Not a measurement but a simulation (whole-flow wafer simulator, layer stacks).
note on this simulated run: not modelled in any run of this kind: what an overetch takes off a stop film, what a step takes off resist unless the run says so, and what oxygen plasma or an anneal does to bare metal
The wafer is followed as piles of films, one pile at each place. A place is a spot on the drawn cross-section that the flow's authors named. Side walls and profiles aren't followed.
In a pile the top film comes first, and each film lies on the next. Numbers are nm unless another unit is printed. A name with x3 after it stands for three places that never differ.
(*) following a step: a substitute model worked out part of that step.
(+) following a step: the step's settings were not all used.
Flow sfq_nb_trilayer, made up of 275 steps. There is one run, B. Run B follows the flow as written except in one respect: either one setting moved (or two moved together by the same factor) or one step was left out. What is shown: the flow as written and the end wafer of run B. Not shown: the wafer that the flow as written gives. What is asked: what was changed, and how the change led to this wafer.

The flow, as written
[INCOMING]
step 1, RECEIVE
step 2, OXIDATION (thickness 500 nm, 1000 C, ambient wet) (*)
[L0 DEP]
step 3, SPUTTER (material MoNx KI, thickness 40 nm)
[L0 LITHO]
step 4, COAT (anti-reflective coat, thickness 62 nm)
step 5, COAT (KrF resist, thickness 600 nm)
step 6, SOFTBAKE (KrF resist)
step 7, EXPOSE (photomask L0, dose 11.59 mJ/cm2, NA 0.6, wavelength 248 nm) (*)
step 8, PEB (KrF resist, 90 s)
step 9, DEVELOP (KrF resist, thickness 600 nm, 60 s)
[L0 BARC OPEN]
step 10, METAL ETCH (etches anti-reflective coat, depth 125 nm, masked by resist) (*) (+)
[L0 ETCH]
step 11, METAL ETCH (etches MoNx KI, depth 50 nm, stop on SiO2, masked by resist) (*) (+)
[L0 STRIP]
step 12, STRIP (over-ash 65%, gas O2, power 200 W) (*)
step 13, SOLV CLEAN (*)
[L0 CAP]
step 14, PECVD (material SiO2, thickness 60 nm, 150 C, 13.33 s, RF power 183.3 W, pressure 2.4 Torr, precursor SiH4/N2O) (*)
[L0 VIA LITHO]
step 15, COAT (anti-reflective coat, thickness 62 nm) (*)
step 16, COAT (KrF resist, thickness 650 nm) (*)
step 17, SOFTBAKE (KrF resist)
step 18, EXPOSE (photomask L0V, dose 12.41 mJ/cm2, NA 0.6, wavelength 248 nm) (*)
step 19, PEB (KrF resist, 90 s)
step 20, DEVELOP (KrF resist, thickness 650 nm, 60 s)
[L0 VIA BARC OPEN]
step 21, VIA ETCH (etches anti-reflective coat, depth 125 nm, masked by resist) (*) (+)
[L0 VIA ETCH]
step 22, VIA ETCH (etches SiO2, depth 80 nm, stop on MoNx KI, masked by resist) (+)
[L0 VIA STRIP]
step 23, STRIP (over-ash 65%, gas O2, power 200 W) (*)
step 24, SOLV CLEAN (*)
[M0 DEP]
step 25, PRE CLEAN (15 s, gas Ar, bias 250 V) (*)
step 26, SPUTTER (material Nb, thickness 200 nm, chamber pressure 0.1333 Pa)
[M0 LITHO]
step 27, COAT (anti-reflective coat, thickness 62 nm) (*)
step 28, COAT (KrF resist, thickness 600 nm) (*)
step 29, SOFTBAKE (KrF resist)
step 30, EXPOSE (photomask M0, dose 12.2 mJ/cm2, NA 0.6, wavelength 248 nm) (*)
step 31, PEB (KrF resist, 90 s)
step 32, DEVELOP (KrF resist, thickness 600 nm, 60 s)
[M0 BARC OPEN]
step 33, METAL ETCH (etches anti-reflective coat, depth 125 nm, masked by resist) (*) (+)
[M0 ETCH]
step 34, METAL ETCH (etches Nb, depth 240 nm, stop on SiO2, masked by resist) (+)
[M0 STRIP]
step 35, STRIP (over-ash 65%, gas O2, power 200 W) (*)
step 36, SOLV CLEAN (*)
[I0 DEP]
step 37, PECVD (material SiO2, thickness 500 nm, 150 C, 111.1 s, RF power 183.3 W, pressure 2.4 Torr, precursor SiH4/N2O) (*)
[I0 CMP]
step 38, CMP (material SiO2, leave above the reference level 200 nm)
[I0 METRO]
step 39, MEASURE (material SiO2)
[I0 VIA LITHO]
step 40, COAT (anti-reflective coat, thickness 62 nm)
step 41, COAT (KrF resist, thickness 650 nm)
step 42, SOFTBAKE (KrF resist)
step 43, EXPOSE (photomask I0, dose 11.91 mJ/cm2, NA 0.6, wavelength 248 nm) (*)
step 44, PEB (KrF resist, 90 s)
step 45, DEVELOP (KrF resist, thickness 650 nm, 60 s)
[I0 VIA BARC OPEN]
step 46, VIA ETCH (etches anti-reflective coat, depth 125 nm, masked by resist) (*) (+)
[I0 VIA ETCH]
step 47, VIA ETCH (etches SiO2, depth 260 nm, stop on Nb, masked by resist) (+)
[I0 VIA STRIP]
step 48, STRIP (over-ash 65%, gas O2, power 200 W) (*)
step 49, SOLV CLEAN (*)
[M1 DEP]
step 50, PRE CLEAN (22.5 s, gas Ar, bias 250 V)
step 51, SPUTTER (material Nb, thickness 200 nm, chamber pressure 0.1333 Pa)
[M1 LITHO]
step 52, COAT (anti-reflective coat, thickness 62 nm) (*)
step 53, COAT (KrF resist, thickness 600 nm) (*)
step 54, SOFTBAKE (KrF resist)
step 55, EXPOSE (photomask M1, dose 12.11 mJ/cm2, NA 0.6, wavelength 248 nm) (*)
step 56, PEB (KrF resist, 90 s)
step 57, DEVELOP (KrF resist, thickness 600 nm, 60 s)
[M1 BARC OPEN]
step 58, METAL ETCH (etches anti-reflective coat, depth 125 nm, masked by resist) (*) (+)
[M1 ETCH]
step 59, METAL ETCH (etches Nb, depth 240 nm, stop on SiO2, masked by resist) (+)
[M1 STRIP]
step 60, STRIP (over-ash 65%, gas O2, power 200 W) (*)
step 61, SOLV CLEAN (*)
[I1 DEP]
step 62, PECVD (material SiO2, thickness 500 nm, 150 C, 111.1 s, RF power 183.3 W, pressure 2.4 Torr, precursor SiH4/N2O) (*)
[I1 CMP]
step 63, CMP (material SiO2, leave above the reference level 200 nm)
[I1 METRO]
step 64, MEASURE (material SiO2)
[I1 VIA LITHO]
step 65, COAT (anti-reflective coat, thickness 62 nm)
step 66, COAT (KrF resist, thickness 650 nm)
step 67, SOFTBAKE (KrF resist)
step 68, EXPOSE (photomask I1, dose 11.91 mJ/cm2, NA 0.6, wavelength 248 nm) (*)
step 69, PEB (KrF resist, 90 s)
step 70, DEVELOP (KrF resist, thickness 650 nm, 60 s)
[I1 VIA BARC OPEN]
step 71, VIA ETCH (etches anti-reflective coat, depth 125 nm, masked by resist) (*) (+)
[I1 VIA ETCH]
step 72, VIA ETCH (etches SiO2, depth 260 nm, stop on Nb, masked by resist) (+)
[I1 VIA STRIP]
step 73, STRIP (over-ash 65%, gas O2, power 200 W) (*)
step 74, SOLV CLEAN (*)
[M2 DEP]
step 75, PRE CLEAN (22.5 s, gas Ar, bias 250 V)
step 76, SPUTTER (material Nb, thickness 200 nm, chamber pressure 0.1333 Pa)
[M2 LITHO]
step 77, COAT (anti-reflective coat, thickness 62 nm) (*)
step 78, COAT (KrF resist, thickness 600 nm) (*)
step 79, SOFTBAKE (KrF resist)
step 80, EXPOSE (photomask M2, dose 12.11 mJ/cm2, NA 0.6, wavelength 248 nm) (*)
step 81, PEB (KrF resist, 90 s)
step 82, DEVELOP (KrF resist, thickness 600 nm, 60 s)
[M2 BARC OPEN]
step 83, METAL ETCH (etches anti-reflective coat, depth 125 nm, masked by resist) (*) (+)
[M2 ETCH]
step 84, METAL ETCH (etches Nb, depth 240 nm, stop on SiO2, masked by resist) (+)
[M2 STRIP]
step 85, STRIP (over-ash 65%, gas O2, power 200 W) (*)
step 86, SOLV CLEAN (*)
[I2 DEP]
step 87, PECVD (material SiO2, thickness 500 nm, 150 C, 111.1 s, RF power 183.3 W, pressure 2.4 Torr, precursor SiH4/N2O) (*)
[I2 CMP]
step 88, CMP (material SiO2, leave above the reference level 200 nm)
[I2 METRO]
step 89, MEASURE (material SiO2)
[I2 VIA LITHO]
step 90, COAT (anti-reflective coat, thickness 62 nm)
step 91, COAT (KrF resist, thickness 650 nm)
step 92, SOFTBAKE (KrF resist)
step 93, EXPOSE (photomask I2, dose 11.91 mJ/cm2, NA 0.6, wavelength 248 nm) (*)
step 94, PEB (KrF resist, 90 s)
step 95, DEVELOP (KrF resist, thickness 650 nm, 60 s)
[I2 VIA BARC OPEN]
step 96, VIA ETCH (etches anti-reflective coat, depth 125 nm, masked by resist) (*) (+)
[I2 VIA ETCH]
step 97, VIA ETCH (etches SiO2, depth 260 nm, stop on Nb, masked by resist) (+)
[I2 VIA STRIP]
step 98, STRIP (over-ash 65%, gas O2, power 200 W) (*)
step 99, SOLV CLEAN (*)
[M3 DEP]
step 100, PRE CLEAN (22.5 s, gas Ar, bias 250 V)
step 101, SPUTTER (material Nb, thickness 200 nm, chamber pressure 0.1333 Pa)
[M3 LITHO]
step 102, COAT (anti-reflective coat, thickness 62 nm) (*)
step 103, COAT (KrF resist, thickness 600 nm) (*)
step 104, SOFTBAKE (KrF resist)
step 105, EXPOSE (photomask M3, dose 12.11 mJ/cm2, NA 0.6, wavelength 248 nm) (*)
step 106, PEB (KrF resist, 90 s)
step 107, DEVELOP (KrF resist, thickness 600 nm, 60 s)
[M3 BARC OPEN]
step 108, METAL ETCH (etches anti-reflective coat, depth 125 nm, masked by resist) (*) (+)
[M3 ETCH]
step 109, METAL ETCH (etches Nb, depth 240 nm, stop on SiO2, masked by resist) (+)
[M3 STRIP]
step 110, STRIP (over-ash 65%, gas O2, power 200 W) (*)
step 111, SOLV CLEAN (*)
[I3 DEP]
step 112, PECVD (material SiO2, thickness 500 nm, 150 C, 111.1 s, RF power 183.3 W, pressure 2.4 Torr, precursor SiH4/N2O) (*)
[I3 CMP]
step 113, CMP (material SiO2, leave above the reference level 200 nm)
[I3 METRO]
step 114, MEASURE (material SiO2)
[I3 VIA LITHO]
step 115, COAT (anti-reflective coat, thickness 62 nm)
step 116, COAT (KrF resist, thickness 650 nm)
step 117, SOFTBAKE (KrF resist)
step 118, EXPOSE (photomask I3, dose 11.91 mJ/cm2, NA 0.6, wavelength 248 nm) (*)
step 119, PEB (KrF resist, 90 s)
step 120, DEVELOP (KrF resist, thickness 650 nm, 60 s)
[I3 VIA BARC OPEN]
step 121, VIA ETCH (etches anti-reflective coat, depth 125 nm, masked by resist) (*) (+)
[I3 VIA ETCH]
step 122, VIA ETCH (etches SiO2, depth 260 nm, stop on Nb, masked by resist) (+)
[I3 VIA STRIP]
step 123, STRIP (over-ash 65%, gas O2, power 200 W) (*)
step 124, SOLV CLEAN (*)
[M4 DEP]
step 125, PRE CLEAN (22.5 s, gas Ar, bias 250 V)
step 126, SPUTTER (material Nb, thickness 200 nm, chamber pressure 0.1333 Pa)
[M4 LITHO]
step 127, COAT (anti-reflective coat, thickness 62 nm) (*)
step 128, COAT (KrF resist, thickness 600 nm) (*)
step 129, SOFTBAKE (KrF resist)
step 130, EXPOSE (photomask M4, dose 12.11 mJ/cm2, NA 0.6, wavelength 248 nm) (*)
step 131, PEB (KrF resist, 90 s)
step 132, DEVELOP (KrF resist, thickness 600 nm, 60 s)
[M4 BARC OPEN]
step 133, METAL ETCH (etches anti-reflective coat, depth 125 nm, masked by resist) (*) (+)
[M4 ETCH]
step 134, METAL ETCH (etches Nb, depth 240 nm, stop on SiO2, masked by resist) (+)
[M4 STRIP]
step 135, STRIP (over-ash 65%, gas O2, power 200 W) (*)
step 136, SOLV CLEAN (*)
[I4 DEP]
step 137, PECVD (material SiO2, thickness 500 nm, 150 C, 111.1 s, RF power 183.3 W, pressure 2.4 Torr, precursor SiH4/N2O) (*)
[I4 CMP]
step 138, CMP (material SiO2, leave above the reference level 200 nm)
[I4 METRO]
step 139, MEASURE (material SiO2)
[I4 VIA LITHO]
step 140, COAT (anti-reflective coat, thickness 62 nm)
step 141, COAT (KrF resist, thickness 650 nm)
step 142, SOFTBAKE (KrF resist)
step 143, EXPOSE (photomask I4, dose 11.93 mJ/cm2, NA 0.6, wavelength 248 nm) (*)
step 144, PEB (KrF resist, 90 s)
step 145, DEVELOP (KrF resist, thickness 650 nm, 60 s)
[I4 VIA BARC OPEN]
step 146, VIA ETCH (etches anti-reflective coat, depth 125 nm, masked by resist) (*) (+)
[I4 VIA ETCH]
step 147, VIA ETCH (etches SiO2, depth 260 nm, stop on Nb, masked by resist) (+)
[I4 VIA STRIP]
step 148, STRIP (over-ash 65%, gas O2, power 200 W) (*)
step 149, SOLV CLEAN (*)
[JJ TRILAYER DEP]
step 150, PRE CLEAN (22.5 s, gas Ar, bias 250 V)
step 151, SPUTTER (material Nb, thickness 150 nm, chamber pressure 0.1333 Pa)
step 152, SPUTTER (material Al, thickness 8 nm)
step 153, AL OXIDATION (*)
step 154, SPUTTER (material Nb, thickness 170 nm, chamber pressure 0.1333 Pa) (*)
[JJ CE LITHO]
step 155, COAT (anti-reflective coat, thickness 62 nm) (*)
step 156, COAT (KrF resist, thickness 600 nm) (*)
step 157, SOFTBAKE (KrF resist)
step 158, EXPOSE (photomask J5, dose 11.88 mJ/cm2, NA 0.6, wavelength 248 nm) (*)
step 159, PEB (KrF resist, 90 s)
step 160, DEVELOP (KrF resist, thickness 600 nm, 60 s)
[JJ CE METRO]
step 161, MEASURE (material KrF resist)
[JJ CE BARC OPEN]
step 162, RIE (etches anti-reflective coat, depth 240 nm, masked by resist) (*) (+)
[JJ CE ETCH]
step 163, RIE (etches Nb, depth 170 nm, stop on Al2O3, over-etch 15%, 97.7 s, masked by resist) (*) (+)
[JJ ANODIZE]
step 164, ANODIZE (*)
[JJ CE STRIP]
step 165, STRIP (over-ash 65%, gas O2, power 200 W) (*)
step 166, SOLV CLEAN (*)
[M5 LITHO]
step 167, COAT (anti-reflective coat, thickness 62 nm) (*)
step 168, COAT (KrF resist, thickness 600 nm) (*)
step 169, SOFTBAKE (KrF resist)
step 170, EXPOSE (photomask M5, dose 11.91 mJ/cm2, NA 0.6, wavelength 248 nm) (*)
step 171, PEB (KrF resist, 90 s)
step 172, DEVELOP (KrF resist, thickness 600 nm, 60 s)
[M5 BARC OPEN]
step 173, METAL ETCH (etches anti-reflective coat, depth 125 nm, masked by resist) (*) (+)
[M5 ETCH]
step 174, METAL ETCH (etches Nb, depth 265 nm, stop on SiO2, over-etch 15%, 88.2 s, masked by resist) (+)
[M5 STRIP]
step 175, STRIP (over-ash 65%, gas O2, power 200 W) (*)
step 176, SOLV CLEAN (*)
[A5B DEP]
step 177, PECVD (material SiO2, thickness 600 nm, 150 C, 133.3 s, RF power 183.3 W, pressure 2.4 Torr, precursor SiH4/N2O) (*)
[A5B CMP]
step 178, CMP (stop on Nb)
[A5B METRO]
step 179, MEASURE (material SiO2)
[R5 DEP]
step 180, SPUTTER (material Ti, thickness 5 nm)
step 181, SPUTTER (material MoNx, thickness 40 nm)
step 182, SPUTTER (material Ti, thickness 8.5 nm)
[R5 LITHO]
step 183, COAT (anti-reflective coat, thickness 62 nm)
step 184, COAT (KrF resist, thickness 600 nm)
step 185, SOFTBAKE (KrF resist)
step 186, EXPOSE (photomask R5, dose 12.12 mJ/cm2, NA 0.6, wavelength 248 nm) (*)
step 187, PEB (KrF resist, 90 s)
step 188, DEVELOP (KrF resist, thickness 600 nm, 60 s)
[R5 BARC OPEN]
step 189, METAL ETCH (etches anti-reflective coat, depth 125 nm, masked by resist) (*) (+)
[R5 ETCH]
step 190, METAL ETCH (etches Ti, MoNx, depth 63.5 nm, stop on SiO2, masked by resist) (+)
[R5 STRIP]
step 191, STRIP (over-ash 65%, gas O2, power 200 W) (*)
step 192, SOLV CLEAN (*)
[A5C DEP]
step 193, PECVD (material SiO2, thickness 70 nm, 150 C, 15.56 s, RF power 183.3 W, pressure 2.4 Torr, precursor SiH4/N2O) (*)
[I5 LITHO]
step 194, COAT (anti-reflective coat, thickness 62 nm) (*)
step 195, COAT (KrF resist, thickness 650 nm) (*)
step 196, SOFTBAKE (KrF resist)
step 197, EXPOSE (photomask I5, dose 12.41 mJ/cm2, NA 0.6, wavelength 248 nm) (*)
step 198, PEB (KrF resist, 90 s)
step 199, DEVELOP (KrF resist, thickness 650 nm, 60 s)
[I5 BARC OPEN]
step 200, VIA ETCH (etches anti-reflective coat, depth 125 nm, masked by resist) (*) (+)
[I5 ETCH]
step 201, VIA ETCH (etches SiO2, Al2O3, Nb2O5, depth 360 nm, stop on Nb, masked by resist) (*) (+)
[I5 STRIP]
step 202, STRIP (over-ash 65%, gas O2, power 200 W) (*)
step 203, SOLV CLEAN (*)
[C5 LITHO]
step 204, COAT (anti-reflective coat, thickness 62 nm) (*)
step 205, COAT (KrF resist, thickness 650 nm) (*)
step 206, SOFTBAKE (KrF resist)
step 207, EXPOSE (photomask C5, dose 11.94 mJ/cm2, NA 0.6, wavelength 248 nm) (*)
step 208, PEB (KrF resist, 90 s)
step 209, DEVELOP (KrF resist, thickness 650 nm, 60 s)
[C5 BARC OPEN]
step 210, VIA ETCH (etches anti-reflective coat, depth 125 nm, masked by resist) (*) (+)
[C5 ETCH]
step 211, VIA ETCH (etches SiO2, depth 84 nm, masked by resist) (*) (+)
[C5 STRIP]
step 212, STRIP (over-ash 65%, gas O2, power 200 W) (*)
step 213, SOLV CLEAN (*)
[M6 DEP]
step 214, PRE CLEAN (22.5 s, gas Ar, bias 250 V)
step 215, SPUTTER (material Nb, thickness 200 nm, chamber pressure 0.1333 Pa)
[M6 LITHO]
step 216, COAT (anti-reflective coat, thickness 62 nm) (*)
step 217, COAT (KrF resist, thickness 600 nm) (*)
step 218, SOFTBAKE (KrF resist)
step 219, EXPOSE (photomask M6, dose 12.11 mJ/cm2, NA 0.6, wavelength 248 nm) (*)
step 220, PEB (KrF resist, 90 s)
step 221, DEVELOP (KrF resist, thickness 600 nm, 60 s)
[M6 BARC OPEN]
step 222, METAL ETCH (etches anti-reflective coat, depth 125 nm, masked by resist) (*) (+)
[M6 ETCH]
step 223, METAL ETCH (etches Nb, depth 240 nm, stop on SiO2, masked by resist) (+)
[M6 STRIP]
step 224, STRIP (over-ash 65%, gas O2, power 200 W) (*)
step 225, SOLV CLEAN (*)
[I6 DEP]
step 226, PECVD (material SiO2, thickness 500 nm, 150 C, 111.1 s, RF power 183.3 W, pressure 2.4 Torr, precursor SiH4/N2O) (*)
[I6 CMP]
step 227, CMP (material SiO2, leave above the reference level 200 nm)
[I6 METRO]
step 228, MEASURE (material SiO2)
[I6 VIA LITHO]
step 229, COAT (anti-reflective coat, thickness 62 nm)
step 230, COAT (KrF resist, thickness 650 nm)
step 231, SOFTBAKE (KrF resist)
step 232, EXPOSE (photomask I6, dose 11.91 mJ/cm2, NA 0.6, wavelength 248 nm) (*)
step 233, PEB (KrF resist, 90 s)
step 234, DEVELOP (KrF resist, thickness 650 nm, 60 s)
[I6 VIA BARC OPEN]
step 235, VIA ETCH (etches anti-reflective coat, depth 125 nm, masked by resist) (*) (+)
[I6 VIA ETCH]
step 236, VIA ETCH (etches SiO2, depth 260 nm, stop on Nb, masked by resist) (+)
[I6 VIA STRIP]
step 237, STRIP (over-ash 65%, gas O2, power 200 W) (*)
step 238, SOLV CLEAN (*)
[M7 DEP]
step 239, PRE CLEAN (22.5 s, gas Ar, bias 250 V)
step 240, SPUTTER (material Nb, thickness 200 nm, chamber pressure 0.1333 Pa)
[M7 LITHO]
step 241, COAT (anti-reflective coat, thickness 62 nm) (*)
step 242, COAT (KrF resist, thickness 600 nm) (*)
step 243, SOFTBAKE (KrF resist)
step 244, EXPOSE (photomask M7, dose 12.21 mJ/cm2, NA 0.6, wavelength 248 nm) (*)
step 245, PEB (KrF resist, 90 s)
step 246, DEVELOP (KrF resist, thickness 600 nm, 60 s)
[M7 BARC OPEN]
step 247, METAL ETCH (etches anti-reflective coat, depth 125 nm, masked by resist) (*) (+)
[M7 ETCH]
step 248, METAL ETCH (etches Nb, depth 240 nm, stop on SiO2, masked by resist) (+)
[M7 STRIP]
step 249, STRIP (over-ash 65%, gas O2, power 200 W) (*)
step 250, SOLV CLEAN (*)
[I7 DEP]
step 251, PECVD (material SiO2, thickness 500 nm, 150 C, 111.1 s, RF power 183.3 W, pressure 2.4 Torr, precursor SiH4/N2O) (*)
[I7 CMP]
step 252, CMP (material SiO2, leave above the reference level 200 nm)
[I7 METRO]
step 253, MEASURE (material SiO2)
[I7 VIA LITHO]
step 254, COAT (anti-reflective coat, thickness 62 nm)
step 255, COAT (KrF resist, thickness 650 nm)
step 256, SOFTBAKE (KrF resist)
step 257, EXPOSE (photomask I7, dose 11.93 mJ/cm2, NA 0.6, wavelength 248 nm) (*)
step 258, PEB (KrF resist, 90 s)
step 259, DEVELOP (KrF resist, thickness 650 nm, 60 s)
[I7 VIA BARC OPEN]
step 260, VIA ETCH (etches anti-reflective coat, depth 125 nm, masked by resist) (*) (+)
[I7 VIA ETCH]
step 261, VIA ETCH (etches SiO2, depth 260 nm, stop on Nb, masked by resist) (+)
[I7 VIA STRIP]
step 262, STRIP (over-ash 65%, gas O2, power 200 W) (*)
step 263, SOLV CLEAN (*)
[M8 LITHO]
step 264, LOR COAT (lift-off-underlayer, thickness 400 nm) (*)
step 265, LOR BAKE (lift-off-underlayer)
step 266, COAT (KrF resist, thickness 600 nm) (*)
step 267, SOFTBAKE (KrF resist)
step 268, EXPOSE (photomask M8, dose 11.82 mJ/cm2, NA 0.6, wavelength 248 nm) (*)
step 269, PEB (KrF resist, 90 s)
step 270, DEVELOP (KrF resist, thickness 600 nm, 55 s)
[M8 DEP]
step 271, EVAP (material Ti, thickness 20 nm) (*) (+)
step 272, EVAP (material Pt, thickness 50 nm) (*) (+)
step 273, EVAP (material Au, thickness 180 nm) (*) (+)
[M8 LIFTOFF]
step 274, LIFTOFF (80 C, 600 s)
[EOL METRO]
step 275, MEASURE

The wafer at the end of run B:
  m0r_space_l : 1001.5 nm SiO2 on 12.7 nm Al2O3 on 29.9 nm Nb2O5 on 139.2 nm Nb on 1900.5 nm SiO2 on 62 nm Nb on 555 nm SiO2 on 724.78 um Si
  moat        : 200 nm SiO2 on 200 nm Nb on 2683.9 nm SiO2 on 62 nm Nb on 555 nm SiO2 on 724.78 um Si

The reason: step 34, METAL ETCH: depth 138 nm was run, while the flow as written has depth 240 nm.

How this came from the change, step by step:
  step 34, METAL ETCH (etches Nb, depth 240 nm, stop on SiO2, masked by resist) (+)
      moat, m0r_space_l, m0r_space_r: -138 Nb (as written it would have been: -200 Nb (all of it))
      field_l, v_sur, via_wl and 100 more: -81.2 KrF resist (as written it would have been: -141.2 KrF resist)
  step 35, STRIP (over-ash 65%, gas O2, power 200 W) (*)
      p4_fl, p4_fm, p4_w1 and 68 more: -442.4 KrF resist (all of it), -62 anti-reflective coat (all of it) (as written it would have been: -382.4 KrF resist (all of it), -62 anti-reflective coat (all of it))
      c5j, ce_r, sp_r, be_r, r_sur, res: -449 KrF resist (all of it), -63.6 anti-reflective coat (all of it) (as written it would have been: -389 KrF resist (all of it), -63.6 anti-reflective coat (all of it))
      (and at 26 other places as well)
  step 37, PECVD (material SiO2, thickness 500 nm, 150 C, 111.1 s, RF power 183.3 W, pressure 2.4 Torr, precursor SiH4/N2O) (*)
      moat, m0r_space_l, m0r_space_r: +500 SiO2 (new film) (as written it would have been: +557.1 SiO2)
  step 38, CMP (material SiO2, leave above the reference level 200 nm)
      moat, m0r_space_l, m0r_space_r: -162 SiO2 (as written it would have been: -157.1 SiO2)
If metal films that touch count as one body, m0r_space_l has 2 bodies (between them, from the top down: SiO2 1900.5); the flow as written gives 1 body.
If metal films that touch count as one body, moat has 2 bodies (between them, from the top down: SiO2 2683.9); the flow as written gives 1 body.
